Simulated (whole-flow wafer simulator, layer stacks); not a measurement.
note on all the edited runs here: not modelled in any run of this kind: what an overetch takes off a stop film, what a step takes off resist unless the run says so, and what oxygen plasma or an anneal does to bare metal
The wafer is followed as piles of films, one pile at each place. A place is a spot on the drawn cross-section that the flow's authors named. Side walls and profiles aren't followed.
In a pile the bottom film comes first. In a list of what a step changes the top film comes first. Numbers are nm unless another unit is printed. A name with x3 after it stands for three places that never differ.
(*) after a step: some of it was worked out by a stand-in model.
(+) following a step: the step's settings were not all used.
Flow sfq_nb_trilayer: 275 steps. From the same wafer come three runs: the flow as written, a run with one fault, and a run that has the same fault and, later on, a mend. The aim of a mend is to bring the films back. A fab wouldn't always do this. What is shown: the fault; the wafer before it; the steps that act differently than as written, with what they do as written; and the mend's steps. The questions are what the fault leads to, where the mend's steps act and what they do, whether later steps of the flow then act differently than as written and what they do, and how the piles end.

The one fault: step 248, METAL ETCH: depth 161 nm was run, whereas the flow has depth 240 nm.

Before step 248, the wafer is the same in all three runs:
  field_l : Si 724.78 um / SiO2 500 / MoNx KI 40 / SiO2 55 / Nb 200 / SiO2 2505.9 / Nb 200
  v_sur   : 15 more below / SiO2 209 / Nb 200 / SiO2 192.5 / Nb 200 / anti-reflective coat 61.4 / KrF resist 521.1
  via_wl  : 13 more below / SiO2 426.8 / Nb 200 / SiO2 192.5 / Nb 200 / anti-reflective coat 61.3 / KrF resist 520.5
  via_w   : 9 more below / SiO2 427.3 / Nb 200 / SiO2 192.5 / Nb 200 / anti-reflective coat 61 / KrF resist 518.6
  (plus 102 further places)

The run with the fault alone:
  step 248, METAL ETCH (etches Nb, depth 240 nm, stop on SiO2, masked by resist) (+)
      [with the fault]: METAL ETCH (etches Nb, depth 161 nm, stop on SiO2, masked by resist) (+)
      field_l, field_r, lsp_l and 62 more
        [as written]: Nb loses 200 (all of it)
        [with the fault]: Nb loses 161
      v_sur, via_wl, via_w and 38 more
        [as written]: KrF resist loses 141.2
        [with the fault]: KrF resist loses 94.7
  Later steps of the flow acting differently than as written:
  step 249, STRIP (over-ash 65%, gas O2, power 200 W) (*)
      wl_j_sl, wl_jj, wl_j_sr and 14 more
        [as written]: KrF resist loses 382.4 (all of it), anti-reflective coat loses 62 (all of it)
        [with the fault]: KrF resist loses 428.9 (all of it), anti-reflective coat loses 62 (all of it)
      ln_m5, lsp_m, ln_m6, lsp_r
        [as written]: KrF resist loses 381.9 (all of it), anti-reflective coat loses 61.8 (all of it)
        [with the fault]: KrF resist loses 428.4 (all of it), anti-reflective coat loses 61.8 (all of it)
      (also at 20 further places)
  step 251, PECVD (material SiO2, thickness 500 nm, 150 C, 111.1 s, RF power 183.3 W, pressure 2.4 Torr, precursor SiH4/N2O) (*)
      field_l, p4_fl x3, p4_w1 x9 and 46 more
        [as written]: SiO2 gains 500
        [with the fault]: SiO2 gains 500 (new film)
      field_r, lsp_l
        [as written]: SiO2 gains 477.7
        [with the fault]: SiO2 gains 482 (new film)
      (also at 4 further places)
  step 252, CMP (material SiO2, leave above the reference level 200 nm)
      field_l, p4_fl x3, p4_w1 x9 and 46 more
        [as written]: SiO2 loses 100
        [with the fault]: SiO2 loses 139
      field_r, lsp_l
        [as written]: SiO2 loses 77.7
        [with the fault]: SiO2 loses 121
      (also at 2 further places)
  By the end, the piles at field_l, field_r, lsp_l and 62 more depart from the flow's by more than 2% or 0.5 nm, whichever is larger.
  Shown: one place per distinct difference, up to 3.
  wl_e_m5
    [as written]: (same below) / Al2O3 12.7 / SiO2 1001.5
    [with the fault]: (same below) / Al2O3 12.7 / SiO2 601.5 / Nb 39 / SiO2 361
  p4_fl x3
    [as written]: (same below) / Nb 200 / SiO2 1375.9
    [with the fault]: (same below) / Nb 200 / SiO2 975.9 / Nb 39 / SiO2 361
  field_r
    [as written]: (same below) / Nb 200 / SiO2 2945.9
    [with the fault]: (same below) / Nb 200 / SiO2 2545.9 / Nb 39 / SiO2 361

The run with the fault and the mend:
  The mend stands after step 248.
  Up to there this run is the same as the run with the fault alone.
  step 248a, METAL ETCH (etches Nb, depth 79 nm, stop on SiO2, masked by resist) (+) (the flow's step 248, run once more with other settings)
      field_l, field_r, lsp_l and 62 more
        Nb loses 39 (all of it)
      v_sur, via_wl, via_w and 38 more
        KrF resist loses 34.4
  Later steps of the flow acting differently than as written:
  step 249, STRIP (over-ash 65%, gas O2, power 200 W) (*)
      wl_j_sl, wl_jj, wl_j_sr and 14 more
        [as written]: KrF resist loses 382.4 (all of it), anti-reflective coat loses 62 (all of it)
        [with the mend]: KrF resist loses 394.4 (all of it), anti-reflective coat loses 62 (all of it)
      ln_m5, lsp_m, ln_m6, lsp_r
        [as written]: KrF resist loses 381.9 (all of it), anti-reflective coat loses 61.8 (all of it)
        [with the mend]: KrF resist loses 394 (all of it), anti-reflective coat loses 61.8 (all of it)
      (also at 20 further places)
  By the end, the piles equal the flow's at every place that both follow.
